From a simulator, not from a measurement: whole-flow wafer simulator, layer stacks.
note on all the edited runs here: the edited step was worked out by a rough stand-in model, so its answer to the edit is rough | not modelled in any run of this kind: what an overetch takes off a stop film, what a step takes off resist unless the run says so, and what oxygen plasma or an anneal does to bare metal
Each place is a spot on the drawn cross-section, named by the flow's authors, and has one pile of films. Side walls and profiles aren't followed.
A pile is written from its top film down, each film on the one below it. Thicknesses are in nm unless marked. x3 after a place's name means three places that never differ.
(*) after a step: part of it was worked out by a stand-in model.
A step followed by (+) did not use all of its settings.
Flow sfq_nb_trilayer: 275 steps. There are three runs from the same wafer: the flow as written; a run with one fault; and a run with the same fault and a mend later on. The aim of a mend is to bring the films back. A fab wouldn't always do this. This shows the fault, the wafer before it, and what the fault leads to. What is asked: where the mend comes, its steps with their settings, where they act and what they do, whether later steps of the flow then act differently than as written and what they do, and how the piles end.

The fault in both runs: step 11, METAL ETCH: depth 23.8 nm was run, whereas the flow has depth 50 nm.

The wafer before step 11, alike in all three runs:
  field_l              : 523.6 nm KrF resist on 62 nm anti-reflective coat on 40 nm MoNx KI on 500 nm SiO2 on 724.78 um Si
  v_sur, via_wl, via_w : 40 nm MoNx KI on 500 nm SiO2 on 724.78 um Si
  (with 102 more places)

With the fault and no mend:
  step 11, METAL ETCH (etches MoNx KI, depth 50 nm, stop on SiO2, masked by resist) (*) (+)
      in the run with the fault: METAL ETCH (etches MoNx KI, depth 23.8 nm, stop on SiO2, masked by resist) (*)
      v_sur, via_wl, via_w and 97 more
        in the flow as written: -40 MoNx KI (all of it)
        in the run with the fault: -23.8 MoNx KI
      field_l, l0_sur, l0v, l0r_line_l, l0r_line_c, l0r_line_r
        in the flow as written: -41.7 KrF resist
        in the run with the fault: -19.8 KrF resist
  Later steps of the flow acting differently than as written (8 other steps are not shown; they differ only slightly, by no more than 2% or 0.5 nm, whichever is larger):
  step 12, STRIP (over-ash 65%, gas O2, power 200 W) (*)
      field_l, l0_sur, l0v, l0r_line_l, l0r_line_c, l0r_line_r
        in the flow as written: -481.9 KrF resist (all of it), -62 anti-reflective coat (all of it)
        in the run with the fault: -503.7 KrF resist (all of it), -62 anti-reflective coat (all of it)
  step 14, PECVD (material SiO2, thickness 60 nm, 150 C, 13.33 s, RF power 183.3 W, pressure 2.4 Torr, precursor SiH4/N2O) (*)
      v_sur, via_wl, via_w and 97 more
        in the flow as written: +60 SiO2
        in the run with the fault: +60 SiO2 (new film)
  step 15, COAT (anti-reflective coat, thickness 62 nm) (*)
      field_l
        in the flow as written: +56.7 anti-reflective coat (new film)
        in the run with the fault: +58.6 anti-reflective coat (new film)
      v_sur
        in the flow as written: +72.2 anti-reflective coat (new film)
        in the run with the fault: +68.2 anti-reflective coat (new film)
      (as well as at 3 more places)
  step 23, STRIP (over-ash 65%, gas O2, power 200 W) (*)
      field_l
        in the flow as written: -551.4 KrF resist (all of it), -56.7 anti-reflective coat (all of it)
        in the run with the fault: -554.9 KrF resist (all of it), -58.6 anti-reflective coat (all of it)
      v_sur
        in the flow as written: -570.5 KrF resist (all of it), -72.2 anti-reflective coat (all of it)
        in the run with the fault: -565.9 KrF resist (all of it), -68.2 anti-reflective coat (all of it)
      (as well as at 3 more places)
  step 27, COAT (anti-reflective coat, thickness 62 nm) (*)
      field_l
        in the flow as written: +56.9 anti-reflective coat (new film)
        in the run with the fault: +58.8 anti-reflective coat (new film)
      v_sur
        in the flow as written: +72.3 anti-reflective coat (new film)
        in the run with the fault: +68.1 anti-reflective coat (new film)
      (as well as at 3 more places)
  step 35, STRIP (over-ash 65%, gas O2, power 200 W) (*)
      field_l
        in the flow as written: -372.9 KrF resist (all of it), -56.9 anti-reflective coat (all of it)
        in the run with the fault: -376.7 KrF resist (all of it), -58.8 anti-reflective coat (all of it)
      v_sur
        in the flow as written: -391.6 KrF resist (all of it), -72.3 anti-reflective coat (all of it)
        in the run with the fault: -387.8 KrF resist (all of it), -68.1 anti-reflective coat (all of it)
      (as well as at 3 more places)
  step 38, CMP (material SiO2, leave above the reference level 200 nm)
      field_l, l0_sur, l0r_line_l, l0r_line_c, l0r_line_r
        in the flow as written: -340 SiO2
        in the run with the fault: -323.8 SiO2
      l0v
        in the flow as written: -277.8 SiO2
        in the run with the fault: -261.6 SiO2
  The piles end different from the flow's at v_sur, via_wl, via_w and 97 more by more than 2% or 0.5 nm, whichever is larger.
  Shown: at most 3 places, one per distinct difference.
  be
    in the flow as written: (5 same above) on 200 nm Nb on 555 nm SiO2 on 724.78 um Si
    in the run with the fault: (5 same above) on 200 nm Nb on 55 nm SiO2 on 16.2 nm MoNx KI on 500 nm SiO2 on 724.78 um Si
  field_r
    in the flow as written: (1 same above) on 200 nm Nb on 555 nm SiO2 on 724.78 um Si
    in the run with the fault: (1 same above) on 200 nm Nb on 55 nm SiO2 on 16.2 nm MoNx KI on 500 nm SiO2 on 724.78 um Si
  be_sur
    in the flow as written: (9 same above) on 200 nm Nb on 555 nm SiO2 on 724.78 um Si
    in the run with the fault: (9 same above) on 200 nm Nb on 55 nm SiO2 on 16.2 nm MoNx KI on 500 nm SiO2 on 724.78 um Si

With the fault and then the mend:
  After step 11 comes the mend.
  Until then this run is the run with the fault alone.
  step 11a, METAL ETCH (etches MoNx KI, depth 26.2 nm, stop on SiO2, masked by resist) (+) (the flow's step 11 again, with other settings)
      v_sur, via_wl, via_w and 97 more
        -16.2 MoNx KI (all of it)
      field_l, l0_sur, l0v, l0r_line_l, l0r_line_c, l0r_line_r
        -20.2 KrF resist
  None of the later steps of the flow differs from how it acts as written, at any place that is followed, by more than 2% or 0.5 nm, whichever is larger.
  By the end, the piles equal the flow's at every place that both follow.
